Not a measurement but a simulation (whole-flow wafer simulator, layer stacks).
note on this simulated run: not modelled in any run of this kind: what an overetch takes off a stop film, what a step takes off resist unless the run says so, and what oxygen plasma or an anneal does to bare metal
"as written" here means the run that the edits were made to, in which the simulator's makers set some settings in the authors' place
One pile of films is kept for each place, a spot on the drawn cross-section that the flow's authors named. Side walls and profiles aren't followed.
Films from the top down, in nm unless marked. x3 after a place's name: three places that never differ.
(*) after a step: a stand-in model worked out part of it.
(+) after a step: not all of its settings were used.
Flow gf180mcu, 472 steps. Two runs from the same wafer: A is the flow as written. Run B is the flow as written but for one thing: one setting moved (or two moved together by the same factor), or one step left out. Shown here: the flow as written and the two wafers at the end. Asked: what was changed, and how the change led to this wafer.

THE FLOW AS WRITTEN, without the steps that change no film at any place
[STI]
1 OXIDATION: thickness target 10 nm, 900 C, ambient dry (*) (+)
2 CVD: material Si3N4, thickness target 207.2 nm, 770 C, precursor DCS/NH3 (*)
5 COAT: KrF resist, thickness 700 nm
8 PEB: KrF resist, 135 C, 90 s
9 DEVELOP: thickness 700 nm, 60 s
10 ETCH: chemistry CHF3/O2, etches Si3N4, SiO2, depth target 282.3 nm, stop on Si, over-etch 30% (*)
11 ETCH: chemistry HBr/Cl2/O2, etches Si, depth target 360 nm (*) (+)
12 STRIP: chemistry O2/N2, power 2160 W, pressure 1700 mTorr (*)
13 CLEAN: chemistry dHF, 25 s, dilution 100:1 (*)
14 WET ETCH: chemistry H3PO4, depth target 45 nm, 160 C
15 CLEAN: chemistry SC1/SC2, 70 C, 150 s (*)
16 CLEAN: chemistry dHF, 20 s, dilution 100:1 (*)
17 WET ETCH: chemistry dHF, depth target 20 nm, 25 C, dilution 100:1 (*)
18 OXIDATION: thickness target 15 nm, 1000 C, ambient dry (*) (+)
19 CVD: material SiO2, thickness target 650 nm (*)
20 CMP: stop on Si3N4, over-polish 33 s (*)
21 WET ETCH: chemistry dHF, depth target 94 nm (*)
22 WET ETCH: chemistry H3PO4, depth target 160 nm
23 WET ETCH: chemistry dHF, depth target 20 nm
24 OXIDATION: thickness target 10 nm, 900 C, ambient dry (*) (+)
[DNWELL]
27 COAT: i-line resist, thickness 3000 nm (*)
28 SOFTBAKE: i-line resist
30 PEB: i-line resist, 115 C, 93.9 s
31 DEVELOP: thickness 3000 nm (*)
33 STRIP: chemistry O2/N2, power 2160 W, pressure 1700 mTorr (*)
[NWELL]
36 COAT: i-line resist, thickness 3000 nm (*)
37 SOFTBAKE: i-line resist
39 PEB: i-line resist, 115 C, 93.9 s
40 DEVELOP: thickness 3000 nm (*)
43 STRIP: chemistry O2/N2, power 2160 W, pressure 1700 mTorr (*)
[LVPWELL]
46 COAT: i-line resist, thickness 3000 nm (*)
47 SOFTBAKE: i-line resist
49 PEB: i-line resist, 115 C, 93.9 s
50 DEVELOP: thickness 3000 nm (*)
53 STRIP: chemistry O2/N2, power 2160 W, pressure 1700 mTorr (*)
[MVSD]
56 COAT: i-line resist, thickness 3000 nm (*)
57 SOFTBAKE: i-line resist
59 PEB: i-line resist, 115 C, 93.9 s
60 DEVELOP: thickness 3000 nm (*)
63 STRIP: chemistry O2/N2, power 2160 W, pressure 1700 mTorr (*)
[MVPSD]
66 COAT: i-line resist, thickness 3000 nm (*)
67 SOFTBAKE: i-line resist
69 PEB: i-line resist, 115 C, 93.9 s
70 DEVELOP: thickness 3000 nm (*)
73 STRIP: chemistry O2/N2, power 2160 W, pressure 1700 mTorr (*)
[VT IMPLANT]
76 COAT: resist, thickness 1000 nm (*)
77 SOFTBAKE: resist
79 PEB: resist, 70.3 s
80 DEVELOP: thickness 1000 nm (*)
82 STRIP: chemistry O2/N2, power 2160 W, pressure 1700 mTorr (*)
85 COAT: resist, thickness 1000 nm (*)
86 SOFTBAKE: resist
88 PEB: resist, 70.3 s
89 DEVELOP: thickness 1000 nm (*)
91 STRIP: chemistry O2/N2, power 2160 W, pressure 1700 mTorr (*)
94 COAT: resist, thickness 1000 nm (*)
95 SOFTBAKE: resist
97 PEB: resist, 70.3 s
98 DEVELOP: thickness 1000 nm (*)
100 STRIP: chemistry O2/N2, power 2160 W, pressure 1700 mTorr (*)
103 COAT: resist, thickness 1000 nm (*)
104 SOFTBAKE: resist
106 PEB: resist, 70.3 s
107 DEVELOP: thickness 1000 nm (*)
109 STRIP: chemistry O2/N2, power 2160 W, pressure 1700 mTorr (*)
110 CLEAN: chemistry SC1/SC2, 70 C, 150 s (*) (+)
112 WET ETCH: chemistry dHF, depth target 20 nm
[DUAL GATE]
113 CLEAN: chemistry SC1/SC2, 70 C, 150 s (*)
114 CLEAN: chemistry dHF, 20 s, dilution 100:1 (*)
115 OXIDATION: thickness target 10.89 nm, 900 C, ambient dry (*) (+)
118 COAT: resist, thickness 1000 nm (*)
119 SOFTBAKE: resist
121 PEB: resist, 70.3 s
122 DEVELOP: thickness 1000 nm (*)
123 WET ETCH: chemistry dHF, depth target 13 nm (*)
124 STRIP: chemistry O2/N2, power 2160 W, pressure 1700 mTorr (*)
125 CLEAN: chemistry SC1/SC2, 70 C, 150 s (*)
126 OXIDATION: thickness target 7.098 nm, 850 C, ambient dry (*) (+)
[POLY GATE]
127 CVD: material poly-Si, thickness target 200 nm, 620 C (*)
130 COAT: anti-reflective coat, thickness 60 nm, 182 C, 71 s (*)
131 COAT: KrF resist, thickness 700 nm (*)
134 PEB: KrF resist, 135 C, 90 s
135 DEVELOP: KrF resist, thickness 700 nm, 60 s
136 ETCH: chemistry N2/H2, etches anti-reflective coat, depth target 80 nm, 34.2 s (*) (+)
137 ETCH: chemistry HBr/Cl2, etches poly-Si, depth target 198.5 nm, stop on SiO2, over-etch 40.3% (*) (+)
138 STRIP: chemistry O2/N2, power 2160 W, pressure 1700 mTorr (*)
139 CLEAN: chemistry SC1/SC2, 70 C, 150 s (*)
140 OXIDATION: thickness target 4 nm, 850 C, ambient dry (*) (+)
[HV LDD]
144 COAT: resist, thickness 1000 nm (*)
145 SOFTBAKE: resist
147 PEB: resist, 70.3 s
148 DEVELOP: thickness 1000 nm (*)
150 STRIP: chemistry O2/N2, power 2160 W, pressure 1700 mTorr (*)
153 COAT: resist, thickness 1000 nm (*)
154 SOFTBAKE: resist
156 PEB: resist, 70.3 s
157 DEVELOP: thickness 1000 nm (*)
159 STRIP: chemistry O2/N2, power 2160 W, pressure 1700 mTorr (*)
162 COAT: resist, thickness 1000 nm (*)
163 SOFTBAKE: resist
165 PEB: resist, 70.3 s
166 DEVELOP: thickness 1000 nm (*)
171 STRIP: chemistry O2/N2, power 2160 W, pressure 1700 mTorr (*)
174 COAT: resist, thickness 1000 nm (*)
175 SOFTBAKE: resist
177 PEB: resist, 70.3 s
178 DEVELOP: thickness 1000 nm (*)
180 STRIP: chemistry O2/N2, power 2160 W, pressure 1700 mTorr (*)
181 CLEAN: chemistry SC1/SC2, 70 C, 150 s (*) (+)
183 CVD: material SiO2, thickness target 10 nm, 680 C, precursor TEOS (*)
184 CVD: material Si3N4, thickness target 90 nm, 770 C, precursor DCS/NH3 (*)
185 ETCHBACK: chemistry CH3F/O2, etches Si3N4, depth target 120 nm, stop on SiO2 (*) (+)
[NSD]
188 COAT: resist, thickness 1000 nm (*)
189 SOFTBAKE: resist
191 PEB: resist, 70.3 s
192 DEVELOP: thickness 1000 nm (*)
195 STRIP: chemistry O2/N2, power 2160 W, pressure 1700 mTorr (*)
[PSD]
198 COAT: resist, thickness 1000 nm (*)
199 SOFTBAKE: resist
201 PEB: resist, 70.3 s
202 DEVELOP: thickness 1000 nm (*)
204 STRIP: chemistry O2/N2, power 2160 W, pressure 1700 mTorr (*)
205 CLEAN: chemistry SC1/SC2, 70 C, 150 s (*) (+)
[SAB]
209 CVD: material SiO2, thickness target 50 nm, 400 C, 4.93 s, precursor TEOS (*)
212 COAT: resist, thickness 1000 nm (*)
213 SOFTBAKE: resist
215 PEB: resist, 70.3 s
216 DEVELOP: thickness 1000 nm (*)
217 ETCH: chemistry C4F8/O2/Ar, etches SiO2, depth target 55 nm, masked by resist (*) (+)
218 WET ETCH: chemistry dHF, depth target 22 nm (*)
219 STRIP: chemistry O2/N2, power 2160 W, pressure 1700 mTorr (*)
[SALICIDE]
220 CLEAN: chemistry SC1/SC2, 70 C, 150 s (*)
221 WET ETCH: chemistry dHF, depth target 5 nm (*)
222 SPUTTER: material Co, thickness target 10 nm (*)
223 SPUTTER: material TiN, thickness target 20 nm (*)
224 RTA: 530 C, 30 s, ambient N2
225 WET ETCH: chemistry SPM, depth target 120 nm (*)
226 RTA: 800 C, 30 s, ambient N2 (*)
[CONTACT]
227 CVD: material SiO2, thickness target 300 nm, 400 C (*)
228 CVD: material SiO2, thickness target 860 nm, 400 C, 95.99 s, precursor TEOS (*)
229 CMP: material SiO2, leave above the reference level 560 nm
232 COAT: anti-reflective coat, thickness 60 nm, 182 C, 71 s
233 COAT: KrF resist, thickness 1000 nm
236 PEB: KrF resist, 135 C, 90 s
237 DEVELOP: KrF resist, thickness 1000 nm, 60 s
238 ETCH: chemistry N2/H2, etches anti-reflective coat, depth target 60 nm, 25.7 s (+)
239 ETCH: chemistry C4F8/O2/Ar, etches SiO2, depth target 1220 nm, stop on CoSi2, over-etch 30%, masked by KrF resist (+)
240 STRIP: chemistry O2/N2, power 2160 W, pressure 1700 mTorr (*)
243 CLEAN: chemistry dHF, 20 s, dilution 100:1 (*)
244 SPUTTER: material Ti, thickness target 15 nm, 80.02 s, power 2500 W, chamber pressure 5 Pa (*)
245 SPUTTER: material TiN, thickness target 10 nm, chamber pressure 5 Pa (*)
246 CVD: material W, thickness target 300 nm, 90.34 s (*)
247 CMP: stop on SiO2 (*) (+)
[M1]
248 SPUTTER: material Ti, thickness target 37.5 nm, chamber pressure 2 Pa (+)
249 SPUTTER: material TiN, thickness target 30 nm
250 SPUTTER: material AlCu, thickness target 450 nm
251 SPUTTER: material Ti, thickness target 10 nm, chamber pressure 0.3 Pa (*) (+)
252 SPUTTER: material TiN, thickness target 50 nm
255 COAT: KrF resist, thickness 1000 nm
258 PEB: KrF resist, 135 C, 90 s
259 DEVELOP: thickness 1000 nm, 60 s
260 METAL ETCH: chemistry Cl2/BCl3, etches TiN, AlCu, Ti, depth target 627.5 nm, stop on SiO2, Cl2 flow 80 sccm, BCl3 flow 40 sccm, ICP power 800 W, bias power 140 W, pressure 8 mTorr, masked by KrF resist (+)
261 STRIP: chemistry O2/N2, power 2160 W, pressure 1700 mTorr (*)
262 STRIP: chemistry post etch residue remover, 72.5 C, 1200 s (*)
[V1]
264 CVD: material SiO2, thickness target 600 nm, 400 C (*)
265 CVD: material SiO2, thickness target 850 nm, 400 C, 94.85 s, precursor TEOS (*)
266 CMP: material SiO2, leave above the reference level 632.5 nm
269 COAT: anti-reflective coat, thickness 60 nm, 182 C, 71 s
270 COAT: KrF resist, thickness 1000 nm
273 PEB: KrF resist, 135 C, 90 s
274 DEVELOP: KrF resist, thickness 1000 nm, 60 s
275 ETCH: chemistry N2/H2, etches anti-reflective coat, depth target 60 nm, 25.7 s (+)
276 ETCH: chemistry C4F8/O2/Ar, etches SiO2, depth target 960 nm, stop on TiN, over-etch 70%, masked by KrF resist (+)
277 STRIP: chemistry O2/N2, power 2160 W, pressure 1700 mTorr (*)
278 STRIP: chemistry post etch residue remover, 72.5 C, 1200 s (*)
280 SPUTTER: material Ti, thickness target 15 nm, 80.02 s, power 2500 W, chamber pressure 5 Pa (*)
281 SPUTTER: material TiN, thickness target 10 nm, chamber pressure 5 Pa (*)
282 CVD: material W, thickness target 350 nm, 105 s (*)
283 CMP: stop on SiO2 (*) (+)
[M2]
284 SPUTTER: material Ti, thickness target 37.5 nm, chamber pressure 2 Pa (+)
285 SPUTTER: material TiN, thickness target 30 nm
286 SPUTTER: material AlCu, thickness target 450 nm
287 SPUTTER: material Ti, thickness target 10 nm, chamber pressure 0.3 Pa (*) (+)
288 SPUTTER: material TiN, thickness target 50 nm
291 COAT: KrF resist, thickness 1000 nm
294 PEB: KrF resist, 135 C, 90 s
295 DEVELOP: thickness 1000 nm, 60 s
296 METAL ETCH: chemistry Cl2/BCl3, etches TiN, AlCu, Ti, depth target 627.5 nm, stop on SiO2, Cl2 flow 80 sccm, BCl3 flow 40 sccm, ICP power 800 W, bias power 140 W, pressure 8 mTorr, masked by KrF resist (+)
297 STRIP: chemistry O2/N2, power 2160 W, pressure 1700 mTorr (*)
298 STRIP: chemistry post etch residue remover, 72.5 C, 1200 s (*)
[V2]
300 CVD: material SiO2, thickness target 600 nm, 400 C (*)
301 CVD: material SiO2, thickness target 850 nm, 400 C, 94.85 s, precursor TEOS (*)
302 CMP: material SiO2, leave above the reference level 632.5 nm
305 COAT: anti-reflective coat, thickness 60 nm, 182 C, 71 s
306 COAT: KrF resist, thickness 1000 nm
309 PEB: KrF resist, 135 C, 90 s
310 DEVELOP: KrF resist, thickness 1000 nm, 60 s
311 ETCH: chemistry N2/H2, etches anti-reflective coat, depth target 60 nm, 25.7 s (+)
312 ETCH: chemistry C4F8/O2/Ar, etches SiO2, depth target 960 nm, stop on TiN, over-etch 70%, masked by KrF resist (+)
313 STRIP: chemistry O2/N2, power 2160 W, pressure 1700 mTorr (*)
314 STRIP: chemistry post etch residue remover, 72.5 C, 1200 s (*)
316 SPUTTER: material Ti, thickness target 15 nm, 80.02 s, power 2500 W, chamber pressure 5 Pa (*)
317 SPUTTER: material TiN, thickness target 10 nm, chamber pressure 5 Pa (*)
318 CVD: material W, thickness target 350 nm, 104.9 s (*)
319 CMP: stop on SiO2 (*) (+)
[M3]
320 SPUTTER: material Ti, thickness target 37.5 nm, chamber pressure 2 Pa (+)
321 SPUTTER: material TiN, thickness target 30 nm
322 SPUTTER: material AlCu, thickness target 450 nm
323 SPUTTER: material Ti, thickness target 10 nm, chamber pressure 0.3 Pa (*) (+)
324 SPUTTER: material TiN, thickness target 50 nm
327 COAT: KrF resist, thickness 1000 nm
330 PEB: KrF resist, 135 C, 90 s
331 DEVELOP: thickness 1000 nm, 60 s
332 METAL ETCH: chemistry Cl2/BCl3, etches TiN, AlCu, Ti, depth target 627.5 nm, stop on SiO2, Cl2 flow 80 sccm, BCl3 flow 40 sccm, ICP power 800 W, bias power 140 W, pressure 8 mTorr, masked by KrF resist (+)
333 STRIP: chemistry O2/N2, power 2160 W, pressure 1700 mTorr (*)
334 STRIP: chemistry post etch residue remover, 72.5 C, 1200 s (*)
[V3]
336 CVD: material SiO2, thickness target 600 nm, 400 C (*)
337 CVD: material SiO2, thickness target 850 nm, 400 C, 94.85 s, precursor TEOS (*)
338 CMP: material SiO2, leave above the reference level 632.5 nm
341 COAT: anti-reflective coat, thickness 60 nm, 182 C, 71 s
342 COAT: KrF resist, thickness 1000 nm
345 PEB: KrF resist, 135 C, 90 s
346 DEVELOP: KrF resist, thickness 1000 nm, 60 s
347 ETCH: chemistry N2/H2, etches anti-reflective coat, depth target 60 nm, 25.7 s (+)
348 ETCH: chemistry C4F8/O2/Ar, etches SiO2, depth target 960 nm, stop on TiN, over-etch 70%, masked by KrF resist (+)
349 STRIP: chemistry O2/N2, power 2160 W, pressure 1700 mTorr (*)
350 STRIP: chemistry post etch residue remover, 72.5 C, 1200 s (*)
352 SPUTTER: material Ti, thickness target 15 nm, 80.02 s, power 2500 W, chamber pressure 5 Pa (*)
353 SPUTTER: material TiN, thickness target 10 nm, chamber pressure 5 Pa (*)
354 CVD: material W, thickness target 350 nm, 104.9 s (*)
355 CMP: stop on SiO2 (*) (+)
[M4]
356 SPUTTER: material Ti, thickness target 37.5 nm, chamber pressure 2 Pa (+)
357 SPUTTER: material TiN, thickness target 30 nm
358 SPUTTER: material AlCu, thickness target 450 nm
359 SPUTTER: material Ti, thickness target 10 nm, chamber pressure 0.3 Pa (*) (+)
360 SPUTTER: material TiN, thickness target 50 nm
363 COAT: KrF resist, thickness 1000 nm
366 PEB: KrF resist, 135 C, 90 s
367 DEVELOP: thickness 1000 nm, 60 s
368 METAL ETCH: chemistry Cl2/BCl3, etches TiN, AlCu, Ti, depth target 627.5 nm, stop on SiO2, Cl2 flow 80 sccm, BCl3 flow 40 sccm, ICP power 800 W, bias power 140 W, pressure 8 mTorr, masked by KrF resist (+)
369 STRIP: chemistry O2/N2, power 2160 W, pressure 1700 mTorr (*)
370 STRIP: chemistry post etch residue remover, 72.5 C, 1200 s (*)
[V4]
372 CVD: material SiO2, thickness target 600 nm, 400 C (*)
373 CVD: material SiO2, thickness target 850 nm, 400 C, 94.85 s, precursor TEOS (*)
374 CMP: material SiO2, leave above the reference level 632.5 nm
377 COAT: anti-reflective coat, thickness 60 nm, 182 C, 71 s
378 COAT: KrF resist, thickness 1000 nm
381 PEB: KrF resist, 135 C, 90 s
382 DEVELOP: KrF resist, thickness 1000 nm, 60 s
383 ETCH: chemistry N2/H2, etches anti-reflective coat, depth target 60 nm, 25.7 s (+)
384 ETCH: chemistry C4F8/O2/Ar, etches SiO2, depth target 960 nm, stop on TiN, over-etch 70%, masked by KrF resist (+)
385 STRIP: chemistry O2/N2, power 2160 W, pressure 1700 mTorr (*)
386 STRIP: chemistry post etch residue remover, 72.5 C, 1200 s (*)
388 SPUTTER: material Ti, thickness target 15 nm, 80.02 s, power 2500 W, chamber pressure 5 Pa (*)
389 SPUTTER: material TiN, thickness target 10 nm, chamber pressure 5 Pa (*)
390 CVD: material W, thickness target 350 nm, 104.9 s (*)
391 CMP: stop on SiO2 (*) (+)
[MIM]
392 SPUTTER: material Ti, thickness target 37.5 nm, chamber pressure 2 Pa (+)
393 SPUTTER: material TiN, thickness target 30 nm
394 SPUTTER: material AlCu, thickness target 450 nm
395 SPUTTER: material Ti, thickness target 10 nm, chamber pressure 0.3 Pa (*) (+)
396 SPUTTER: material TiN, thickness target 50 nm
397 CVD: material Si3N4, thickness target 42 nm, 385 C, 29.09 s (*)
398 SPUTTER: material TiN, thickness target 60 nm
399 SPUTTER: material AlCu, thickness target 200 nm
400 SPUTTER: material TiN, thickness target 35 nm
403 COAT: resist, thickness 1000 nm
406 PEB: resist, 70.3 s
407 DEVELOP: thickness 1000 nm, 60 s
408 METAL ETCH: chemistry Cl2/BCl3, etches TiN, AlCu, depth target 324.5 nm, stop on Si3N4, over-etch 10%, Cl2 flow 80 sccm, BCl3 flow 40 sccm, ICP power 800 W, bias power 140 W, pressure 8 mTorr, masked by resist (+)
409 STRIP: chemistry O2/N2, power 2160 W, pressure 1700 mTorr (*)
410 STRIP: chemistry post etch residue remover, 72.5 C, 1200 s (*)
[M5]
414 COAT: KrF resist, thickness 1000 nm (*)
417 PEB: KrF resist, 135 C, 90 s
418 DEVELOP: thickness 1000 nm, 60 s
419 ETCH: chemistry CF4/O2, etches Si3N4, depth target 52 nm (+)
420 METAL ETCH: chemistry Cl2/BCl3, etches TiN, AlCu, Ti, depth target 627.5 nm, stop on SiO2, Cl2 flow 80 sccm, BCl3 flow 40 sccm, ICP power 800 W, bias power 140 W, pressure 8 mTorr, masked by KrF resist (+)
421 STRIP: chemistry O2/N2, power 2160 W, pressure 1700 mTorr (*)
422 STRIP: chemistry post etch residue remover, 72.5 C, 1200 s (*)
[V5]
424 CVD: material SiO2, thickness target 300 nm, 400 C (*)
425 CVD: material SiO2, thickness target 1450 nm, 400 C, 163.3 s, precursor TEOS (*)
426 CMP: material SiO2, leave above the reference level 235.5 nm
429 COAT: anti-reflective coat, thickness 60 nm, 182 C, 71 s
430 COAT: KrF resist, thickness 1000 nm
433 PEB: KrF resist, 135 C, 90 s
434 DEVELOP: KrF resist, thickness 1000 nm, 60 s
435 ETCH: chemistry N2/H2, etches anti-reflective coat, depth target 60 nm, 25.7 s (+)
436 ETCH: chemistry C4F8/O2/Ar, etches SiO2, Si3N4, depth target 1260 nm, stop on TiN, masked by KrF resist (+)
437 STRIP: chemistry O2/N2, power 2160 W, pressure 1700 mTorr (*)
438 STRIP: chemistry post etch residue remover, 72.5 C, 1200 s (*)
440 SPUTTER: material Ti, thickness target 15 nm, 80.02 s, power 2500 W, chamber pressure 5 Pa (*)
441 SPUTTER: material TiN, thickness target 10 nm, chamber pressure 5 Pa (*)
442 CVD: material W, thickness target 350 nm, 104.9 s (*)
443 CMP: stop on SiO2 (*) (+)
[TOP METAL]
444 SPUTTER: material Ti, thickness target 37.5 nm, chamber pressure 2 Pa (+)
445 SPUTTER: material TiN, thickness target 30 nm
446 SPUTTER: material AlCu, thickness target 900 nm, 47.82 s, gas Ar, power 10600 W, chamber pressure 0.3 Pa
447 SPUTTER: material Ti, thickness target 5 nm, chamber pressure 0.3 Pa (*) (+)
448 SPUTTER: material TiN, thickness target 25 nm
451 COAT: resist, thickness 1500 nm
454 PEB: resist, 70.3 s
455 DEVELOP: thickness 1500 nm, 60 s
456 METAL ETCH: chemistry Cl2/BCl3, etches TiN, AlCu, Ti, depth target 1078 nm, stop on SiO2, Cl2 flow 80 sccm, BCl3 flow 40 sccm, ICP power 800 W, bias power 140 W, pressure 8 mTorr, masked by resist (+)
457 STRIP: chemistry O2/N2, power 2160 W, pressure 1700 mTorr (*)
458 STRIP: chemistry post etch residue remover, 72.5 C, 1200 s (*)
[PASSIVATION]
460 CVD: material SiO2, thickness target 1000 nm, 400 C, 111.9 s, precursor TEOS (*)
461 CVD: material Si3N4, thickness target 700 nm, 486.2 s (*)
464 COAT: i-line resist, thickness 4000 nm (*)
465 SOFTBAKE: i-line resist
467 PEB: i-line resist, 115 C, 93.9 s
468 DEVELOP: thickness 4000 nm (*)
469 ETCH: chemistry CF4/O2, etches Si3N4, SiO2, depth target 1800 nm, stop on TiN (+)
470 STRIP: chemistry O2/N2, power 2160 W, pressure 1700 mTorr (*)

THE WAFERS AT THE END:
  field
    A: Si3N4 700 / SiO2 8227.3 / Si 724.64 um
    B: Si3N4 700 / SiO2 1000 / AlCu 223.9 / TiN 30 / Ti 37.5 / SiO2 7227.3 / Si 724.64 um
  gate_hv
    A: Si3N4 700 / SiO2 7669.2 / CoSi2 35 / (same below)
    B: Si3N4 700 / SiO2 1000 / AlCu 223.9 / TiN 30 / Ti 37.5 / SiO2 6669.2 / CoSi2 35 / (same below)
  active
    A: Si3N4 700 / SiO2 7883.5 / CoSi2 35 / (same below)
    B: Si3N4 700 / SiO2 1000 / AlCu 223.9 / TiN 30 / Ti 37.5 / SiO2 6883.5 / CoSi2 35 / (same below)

The cause: step 456, METAL ETCH: depth target 700.4 nm was run, where the flow has depth target 1078 nm.

How the change led to this, step by step:
  456 METAL ETCH: chemistry Cl2/BCl3, etches TiN, AlCu, Ti, depth target 1078 nm, stop on SiO2, Cl2 flow 80 sccm, BCl3 flow 40 sccm, ICP power 800 W, bias power 140 W, pressure 8 mTorr, masked by resist (+)
      field, field__w1, field__w2 and 103 more: A TiN -25 (all of it), Ti -5 (all of it), AlCu -900 (all of it), TiN -30 (all of it), Ti -37.5 (all of it) | B TiN -25 (all of it), Ti -5 (all of it), AlCu -670.4
      field__w8, contact, m1, m1__w1, pad, m1_nw: A resist -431 | B resist -280.2
  457 STRIP: chemistry O2/N2, power 2160 W, pressure 1700 mTorr (*)
      field__w8, contact, m1, m1__w1, pad, m1_nw: A resist -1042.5 (all of it) | B resist -1193.3 (all of it)
  458 STRIP: chemistry post etch residue remover, 72.5 C, 1200 s (*)
      field, field__w1, field__w2 and 103 more: A nothing | B AlCu -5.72
  460 CVD: material SiO2, thickness target 1000 nm, 400 C, 111.9 s, precursor TEOS (*)
      field, field__w1, field__w2 and 103 more: A SiO2 +1000 | B SiO2 +1000 (new film)
  464 COAT: i-line resist, thickness 4000 nm (*)
      field__w8: A i-line resist +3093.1 (new film) | B i-line resist +3352.3 (new film)
      contact: A i-line resist +3153.6 (new film) | B i-line resist +3386.3 (new film)
      (and at 4 more places)
  465 SOFTBAKE: i-line resist
      gate: A i-line resist +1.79 | B i-line resist -0.63
      ld_fp_p, ld_drift_p: A i-line resist +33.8 | B i-line resist +20.6
      (and at 66 more places)
  467 PEB: i-line resist, 115 C, 93.9 s
      field__w8, m1__w1: A i-line resist -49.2 | B i-line resist -54.5
      contact: A i-line resist -49.6 | B i-line resist -54.7
      (and at 3 more places)
  468 DEVELOP: thickness 4000 nm (*)
      pad: A i-line resist -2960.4 (all of it) | B i-line resist -3244.2 (all of it)
  470 STRIP: chemistry O2/N2, power 2160 W, pressure 1700 mTorr (*)
      field__w8: A i-line resist -1775.9 (all of it) | B i-line resist -2055.2 (all of it)
      contact: A i-line resist -1798.3 (all of it) | B i-line resist -2068.1 (all of it)
      (and at 3 more places)
Counting metal films that touch as one body, field has 1 body; the flow as written gives 0 bodies.
Counting metal films that touch as one body, gate_hv has 2 bodies (between them, from the top down: SiO2 6669.2); the flow as written gives 1 body.
Counting metal films that touch as one body, active has 2 bodies (between them, from the top down: SiO2 6883.5); the flow as written gives 1 body.
